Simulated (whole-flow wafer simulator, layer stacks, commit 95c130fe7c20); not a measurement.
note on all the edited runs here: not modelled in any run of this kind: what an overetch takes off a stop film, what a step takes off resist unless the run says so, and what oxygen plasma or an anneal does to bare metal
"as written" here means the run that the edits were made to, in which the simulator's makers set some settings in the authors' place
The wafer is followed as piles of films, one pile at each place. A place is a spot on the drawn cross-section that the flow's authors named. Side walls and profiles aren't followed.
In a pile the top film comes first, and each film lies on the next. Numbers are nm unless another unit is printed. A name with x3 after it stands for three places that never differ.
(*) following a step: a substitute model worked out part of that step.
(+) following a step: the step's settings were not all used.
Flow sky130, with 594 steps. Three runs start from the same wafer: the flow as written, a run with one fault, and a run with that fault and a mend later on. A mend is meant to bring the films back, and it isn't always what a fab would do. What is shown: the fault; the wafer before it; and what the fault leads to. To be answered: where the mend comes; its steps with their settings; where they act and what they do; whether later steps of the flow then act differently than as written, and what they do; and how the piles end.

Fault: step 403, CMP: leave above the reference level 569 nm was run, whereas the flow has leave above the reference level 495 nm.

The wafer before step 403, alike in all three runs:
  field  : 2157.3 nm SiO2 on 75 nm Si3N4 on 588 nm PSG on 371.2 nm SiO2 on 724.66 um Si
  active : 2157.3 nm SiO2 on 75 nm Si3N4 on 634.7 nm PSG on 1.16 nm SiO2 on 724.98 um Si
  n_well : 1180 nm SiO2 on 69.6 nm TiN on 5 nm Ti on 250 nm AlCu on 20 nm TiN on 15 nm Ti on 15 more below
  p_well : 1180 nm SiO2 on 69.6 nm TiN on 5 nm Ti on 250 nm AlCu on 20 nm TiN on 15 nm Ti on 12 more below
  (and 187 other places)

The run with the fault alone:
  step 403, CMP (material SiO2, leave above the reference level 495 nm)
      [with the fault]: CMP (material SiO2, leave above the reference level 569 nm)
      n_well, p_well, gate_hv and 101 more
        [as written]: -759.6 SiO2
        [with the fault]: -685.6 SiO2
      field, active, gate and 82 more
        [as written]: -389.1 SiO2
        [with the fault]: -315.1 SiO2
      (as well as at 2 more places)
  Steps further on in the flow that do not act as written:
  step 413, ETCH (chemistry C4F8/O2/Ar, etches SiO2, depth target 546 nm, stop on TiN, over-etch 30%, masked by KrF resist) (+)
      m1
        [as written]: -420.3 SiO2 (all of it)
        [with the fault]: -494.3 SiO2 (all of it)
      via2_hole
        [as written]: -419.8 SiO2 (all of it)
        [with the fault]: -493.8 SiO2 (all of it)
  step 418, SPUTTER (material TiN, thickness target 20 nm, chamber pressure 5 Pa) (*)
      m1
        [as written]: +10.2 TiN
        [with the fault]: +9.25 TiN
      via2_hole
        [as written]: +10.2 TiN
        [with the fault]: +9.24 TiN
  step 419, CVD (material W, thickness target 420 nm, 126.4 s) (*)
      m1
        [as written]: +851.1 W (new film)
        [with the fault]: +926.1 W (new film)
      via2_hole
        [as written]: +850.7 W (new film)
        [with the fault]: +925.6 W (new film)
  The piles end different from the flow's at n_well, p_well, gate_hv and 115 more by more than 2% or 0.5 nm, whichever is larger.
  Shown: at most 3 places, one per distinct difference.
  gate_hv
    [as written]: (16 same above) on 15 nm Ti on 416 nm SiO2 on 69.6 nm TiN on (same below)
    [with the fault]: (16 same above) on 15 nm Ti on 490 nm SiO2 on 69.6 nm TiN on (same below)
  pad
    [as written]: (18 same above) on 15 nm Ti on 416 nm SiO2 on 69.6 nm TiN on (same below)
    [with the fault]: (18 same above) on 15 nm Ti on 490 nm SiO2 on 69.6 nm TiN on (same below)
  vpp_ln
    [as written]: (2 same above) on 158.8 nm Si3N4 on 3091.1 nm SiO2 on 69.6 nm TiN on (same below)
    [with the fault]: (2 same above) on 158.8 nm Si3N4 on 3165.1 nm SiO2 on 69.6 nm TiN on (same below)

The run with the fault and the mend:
  After step 403 comes the mend.
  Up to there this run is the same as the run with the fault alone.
  step 403a, CMP (material SiO2, leave above the reference level 495 nm) (the flow's step 403 again)
      field, active, n_well and 188 more
        -74 SiO2
  Later steps of the flow that are run all act as written at every place that is followed.
  At every place that both follow, the piles at the end match the flow's.
